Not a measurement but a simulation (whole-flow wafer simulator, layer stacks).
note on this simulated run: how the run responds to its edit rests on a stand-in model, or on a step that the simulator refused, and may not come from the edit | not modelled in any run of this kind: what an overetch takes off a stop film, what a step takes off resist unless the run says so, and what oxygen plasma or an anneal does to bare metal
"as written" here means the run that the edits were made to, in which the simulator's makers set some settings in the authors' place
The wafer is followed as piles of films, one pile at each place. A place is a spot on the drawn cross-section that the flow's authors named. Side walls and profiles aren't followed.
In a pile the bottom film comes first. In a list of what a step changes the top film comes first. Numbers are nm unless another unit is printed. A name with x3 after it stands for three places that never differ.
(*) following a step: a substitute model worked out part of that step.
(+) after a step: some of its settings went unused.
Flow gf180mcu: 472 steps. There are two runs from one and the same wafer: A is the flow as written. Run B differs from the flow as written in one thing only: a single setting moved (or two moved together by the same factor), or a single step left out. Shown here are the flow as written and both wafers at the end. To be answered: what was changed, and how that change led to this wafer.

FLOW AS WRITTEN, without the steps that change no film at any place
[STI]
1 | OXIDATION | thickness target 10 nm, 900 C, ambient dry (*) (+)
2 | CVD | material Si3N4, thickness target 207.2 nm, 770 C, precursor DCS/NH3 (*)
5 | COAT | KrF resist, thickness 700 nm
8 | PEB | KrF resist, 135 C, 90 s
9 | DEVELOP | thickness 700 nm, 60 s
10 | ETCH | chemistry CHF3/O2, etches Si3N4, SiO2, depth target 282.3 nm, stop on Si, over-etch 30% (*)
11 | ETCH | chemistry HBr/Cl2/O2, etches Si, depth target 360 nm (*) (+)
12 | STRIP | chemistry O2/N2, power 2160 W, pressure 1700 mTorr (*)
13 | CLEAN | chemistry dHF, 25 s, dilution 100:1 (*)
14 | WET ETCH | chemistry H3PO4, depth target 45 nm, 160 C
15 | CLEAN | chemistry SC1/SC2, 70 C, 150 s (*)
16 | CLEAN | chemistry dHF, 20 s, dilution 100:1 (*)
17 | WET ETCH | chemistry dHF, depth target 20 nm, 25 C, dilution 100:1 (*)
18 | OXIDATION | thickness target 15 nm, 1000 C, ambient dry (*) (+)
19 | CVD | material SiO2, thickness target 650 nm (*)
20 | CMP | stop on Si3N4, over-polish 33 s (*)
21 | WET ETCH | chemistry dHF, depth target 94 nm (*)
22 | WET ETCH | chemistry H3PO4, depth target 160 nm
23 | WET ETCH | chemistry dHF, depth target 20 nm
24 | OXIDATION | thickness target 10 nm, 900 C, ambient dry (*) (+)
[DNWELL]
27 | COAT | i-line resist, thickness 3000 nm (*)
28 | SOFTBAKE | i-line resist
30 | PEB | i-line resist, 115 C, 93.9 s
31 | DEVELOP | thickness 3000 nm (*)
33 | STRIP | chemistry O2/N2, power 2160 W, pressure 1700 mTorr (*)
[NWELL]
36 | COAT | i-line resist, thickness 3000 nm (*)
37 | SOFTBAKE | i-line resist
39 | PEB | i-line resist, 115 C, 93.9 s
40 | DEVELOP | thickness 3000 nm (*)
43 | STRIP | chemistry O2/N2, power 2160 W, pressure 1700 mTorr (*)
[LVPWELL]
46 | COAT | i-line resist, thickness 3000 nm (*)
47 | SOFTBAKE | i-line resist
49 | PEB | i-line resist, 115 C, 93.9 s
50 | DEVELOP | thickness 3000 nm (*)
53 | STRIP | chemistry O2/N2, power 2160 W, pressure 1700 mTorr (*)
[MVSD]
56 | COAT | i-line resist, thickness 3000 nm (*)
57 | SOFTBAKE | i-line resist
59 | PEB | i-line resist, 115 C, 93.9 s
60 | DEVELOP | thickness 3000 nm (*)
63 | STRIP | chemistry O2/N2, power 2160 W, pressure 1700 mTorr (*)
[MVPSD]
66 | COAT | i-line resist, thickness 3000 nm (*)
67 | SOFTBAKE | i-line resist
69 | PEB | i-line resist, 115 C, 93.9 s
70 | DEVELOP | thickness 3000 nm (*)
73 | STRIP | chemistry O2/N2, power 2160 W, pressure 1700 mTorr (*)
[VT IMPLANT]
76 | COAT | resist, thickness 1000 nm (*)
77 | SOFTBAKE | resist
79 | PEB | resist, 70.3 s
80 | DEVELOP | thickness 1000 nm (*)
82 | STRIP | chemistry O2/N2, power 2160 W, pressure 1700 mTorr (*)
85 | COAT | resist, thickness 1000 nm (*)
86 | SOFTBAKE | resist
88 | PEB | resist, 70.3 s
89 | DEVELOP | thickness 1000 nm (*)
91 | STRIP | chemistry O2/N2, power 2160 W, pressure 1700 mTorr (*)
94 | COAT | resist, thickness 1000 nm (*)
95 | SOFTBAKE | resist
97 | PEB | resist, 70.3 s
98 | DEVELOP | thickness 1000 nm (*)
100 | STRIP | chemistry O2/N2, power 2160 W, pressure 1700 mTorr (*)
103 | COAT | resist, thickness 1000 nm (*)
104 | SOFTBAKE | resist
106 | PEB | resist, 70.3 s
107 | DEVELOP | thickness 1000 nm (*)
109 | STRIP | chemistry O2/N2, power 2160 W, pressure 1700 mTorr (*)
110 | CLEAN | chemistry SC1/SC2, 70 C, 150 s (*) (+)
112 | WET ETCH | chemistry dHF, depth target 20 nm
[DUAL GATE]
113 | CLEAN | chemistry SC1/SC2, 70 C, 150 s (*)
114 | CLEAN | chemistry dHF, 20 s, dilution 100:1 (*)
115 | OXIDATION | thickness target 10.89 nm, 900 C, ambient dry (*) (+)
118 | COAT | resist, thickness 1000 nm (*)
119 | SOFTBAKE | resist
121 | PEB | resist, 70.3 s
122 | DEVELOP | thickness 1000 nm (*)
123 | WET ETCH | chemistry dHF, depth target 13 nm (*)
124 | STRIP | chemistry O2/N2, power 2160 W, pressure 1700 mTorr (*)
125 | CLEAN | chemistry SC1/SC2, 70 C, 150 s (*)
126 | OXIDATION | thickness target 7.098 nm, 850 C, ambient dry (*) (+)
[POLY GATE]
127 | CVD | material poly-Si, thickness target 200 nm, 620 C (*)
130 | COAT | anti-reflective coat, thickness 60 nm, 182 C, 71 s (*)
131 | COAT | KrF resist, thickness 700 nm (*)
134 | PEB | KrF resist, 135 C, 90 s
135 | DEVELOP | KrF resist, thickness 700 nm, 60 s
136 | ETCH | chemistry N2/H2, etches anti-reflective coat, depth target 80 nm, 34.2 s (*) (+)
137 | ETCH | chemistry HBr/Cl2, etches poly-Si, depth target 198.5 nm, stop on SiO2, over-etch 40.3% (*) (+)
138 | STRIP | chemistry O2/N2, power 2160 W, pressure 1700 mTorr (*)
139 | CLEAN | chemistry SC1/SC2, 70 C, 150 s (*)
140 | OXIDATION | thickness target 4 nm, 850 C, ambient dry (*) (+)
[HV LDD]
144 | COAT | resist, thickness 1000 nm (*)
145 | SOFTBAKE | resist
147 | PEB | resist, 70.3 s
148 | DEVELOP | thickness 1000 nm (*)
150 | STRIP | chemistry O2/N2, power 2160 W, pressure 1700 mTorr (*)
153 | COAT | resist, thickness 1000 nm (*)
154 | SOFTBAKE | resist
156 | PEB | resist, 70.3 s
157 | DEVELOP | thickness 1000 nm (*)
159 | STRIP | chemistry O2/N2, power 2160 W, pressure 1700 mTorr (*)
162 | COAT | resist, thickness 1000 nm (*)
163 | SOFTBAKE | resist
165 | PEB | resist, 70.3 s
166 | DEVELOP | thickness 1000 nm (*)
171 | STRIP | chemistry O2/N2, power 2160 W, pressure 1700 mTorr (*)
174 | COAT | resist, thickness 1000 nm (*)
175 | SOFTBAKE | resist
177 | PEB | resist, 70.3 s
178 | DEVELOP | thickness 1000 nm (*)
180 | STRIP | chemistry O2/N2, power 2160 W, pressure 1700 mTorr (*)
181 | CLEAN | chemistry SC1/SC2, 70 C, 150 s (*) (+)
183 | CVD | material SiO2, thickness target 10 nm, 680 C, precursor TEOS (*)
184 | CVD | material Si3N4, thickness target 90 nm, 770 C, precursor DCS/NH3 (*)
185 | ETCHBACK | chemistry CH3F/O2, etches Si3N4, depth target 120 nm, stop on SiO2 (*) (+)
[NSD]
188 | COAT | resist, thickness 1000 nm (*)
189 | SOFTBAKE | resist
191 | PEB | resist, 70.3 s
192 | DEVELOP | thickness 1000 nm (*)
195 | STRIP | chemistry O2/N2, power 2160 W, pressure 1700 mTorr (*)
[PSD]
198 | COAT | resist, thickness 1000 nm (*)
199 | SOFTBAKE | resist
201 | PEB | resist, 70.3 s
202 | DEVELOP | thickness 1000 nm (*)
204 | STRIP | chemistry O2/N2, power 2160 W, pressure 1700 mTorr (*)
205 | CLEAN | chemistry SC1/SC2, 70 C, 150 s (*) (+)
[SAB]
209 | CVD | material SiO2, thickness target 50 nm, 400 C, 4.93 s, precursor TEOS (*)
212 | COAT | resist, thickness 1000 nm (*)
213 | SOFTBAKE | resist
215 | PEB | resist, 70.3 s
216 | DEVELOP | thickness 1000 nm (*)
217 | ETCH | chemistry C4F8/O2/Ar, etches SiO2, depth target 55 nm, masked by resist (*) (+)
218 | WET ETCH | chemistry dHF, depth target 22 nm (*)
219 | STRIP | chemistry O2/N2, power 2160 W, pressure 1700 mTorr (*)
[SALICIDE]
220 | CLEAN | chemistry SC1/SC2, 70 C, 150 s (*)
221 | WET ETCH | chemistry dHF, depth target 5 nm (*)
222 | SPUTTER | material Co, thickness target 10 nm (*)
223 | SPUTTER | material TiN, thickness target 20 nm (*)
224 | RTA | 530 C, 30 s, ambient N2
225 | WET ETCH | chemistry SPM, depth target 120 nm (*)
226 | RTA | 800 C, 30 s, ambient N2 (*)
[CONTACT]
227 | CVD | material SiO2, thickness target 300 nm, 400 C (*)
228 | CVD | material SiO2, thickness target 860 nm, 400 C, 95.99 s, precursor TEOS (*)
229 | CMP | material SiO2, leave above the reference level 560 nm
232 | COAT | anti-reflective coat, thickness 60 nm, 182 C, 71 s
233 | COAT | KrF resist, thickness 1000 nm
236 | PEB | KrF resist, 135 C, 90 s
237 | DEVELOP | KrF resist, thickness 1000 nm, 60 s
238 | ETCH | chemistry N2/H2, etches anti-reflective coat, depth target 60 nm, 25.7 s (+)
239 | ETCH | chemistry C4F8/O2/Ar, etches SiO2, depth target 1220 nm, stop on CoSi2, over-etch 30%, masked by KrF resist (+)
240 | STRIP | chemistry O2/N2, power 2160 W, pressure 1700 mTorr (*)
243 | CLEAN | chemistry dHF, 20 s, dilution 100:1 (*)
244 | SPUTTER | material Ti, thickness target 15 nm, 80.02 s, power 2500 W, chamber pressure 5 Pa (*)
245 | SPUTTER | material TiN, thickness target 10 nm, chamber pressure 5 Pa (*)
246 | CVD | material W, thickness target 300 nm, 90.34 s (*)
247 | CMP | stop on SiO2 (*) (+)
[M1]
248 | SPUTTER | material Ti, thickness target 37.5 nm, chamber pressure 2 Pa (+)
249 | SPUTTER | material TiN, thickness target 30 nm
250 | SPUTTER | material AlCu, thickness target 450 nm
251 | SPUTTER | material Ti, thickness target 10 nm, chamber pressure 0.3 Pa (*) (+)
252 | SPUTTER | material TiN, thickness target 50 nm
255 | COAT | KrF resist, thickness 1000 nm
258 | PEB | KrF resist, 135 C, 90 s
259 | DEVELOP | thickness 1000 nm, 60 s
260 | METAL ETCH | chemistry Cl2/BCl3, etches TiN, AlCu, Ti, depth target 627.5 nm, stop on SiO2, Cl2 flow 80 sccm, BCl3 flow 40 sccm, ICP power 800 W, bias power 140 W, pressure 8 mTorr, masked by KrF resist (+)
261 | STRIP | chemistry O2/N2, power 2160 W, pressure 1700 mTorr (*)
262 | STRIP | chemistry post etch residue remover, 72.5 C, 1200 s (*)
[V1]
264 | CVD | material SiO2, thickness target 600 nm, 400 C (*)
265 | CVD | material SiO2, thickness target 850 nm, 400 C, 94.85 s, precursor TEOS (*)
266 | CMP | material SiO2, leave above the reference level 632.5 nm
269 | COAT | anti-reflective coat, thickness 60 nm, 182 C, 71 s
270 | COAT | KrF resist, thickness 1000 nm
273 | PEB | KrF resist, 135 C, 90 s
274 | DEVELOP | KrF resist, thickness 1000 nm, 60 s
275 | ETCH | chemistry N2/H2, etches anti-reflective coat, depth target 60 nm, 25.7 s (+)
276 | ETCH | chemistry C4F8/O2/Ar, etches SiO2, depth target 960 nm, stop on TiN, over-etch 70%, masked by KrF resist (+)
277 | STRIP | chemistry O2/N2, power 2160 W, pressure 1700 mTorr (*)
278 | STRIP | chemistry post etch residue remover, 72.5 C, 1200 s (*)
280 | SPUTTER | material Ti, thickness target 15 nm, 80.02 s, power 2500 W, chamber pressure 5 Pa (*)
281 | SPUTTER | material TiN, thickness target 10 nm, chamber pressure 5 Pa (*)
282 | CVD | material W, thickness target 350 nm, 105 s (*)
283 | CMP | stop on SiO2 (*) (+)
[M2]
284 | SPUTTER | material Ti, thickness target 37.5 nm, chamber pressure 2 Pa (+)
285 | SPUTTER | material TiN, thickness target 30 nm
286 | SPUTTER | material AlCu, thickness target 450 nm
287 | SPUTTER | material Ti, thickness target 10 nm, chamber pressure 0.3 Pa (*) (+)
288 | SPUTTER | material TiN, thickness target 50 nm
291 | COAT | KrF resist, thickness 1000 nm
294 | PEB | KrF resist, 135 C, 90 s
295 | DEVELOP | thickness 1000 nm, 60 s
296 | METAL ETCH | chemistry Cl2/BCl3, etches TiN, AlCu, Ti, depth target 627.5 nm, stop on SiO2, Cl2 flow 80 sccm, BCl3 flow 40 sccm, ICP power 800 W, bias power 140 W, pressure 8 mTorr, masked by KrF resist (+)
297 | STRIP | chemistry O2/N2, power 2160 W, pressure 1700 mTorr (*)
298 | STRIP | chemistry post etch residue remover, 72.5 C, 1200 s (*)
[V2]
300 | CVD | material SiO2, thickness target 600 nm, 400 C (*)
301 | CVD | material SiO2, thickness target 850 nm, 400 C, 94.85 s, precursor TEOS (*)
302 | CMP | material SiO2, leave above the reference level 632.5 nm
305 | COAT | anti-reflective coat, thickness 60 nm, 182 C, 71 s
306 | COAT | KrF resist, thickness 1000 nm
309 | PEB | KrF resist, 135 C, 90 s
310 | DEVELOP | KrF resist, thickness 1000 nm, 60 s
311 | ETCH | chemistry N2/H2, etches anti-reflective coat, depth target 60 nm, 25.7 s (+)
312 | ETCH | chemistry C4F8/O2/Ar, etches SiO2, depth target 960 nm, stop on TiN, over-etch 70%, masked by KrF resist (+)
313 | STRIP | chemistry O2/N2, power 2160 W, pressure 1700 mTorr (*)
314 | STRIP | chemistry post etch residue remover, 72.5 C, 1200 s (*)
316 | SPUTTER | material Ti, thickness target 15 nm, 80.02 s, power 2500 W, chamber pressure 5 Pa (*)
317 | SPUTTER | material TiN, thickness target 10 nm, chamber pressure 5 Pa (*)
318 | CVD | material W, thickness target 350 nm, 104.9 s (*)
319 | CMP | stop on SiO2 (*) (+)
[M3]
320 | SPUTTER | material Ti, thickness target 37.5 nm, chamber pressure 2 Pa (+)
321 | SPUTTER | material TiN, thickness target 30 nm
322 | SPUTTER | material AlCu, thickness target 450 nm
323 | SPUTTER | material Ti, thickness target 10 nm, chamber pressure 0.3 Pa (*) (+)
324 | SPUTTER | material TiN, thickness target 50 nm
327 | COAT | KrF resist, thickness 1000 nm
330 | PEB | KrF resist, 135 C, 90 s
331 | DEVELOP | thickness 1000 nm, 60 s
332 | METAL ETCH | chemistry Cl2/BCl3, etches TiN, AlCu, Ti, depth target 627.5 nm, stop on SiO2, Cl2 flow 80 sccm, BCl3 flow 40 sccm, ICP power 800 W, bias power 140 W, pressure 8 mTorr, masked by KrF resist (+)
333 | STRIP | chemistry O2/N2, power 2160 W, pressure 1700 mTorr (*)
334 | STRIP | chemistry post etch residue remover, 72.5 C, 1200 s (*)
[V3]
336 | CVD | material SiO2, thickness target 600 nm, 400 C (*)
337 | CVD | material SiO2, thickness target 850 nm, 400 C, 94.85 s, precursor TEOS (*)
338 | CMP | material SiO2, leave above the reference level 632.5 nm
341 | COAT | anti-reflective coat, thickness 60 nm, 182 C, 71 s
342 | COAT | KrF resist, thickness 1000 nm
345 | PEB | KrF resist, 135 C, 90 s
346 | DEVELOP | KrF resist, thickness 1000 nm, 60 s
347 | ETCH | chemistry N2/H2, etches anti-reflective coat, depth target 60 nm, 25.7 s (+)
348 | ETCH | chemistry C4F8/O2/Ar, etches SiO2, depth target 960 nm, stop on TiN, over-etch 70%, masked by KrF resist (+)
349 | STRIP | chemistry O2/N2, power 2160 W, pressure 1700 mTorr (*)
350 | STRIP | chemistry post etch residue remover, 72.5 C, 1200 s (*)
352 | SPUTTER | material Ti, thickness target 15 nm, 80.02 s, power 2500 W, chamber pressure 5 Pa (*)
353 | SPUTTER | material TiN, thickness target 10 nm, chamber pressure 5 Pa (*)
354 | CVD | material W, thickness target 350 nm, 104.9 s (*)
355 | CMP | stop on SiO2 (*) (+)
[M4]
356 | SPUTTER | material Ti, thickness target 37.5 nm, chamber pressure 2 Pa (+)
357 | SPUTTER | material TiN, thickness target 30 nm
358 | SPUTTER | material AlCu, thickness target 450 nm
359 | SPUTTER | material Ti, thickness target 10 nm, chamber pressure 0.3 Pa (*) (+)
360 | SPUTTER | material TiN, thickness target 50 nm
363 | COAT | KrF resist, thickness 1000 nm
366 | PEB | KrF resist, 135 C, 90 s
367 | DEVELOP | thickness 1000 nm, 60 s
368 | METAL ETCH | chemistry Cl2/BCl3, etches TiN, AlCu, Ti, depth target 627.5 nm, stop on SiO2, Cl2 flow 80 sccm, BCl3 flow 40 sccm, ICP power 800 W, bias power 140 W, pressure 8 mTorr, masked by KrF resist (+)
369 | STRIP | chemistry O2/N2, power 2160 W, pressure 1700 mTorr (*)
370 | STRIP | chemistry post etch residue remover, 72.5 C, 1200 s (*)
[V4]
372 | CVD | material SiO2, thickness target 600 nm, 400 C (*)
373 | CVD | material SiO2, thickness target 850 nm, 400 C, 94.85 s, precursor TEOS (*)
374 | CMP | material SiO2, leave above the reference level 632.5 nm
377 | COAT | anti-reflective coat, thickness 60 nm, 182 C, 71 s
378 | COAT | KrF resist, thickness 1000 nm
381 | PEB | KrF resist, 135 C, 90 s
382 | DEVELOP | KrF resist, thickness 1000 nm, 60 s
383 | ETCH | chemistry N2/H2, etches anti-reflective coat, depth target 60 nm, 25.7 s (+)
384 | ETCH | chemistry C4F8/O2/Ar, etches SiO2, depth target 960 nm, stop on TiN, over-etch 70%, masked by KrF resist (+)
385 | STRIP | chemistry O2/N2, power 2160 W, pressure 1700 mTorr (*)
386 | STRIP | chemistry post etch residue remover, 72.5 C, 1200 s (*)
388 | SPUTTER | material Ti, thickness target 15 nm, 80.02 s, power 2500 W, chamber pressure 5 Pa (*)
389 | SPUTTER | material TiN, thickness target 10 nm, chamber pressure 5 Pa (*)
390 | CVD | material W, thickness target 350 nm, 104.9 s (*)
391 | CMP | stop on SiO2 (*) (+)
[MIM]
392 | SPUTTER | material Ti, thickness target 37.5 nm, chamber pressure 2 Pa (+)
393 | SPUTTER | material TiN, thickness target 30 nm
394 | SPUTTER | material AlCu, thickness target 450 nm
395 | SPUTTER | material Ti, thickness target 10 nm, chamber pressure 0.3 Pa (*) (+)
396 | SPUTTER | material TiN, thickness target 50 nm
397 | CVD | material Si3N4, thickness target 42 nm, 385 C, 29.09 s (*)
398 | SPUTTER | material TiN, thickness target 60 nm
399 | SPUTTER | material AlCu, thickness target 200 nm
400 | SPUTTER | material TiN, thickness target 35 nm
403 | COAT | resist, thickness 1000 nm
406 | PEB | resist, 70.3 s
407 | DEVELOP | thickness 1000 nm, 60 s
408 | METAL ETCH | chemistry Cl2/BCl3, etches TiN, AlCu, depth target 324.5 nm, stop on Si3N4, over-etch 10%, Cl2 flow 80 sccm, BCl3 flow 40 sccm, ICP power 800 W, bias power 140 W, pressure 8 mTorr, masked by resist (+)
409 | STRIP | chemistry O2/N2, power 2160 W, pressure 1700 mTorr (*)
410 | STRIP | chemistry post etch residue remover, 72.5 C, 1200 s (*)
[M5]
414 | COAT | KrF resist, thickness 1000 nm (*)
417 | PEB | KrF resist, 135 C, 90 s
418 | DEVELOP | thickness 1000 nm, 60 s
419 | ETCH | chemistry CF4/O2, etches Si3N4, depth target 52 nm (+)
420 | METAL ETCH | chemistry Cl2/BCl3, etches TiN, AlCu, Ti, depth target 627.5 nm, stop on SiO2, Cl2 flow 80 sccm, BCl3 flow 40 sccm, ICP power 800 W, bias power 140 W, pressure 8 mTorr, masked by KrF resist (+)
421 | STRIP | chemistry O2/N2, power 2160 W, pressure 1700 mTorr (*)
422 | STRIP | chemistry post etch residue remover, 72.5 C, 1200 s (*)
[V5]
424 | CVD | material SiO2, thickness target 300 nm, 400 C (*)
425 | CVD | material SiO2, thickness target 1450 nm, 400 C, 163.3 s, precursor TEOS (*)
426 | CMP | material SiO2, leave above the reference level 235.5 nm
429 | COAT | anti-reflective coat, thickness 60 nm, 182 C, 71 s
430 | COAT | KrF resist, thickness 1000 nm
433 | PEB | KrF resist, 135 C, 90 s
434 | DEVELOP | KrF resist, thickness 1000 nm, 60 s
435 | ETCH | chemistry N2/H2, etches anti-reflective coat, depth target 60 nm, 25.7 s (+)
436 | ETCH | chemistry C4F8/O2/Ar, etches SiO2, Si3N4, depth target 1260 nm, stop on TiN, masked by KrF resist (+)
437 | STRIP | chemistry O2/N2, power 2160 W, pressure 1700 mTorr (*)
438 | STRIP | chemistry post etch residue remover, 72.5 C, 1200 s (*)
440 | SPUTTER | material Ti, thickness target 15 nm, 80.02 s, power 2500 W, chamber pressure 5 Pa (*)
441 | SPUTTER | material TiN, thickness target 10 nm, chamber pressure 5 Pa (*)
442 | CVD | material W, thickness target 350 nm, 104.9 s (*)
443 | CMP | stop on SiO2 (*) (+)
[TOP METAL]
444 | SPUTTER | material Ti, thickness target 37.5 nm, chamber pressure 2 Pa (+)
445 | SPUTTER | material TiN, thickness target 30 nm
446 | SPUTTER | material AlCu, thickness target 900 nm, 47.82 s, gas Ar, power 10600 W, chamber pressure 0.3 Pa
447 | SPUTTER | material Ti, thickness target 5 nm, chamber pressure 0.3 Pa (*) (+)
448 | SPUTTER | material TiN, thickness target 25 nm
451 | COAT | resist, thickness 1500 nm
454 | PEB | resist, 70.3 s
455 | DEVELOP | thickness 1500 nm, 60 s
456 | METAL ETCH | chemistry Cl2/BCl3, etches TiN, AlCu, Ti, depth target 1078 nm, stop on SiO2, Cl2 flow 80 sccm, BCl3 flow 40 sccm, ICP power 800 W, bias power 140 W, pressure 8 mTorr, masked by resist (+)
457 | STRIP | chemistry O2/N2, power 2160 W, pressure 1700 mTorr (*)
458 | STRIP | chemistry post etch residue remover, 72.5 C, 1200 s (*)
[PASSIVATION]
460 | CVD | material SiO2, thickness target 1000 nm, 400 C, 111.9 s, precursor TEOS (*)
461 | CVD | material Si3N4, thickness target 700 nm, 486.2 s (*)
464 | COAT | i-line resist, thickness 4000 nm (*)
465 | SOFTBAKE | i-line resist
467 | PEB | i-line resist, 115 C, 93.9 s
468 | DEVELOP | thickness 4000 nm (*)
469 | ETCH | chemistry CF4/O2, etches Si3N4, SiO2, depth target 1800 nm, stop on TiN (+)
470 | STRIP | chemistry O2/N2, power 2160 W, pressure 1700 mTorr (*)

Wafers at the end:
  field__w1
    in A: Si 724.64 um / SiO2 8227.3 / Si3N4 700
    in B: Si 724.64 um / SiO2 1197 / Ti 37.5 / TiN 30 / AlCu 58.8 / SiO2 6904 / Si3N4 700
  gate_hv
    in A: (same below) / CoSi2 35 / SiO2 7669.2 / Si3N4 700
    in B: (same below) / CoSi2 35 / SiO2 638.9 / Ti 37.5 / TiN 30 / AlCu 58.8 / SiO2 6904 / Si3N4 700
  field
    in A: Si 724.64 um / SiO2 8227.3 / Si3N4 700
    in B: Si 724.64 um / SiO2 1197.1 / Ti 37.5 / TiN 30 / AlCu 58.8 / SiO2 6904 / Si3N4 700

What caused this: step 260, METAL ETCH: depth target 445.5 nm was run, while the flow as written has depth target 627.5 nm.

The path from the change to this, step by step:
  260 | METAL ETCH | chemistry Cl2/BCl3, etches TiN, AlCu, Ti, depth target 627.5 nm, stop on SiO2, Cl2 flow 80 sccm, BCl3 flow 40 sccm, ICP power 800 W, bias power 140 W, pressure 8 mTorr, masked by KrF resist (+)
      field, field__w1, field__w2 and 99 more: A TiN loses 50 (all of it), Ti loses 10 (all of it), AlCu loses 450 (all of it), TiN loses 30 (all of it), Ti loses 37.5 (all of it) | B TiN loses 50 (all of it), Ti loses 10 (all of it), AlCu loses 385.5
      field__w8, contact, m1 and 6 more: A KrF resist loses 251 | B KrF resist loses 178.2
  261 | STRIP | chemistry O2/N2, power 2160 W, pressure 1700 mTorr (*)
      field__w8, contact, m1 and 6 more: A KrF resist loses 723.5 (all of it) | B KrF resist loses 796.3 (all of it)
  262 | STRIP | chemistry post etch residue remover, 72.5 C, 1200 s (*)
      field, field__w1, field__w2 and 99 more: A nothing | B AlCu loses 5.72
  264 | CVD | material SiO2, thickness target 600 nm, 400 C (*)
      field, field__w1, field__w2 and 99 more: A SiO2 gains 600 | B SiO2 gains 600 (new film)
  266 | CMP | material SiO2, leave above the reference level 632.5 nm
      field, field__w1, field__w2 and 99 more: A SiO2 loses 300 | B SiO2 loses 426.3
If metal films that touch count as one body, field__w1 has 1 body; the flow as written gives 0 bodies.
If metal films that touch count as one body, gate_hv has 2 bodies (between them, from the top down: SiO2 638.9); the flow as written gives 1 body.
If metal films that touch count as one body, field has 1 body; the flow as written gives 0 bodies.
